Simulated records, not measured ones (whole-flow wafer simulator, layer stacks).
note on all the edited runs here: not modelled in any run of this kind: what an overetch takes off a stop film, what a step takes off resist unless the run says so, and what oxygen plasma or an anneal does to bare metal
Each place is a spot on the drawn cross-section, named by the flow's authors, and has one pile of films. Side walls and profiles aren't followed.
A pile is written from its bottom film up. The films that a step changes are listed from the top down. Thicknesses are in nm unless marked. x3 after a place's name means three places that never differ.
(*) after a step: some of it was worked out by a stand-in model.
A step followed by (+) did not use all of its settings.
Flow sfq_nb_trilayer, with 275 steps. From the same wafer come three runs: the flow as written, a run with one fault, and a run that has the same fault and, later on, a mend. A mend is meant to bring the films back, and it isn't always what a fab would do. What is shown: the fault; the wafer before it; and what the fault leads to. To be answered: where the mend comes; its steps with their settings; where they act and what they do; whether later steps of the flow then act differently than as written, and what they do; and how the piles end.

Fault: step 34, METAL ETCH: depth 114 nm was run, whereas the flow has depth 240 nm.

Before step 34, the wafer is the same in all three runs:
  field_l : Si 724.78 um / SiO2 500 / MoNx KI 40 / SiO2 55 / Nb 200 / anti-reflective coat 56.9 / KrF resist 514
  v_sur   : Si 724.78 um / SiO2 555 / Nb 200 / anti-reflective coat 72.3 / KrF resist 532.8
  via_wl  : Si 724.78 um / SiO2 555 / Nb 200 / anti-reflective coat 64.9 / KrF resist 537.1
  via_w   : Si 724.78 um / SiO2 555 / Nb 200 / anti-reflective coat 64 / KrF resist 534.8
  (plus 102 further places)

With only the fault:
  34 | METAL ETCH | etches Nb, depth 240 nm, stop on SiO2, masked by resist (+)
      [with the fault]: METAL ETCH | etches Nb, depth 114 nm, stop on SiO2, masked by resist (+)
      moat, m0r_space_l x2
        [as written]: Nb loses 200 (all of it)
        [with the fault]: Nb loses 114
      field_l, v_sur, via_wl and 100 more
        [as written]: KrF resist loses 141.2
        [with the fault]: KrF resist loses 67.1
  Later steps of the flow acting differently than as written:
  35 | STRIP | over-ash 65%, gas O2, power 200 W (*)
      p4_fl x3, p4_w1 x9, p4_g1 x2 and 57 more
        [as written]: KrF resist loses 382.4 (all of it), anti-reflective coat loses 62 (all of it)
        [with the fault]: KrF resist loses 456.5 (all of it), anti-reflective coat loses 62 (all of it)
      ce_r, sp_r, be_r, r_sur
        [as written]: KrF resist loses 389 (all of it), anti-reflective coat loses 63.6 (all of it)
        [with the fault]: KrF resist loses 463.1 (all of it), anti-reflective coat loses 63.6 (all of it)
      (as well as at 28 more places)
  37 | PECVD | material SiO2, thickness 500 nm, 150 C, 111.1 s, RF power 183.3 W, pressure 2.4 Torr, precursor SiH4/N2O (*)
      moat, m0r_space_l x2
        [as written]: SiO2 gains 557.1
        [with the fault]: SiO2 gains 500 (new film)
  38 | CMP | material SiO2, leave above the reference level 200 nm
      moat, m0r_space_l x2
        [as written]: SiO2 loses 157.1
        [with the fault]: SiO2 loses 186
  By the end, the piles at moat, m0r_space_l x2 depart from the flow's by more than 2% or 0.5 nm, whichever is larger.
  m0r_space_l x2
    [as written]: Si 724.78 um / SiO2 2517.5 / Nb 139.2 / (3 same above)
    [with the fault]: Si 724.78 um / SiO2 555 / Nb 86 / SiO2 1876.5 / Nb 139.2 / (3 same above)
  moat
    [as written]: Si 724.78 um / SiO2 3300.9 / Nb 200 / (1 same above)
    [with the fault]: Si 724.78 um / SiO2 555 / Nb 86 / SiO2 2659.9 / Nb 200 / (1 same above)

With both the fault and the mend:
  The mend stands after step 34.
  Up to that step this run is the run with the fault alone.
  34a | METAL ETCH | etches Nb, depth 126 nm, stop on SiO2, masked by resist (+) (the flow's step 34, run once more with other settings)
      field_l, v_sur, via_wl and 100 more
        KrF resist loses 74.1
      moat, m0r_space_l x2
        Nb loses 86 (all of it)
  Later steps of the flow that are run all act as written at every place that is followed.
  The piles end the same as the flow's at every place that both follow.
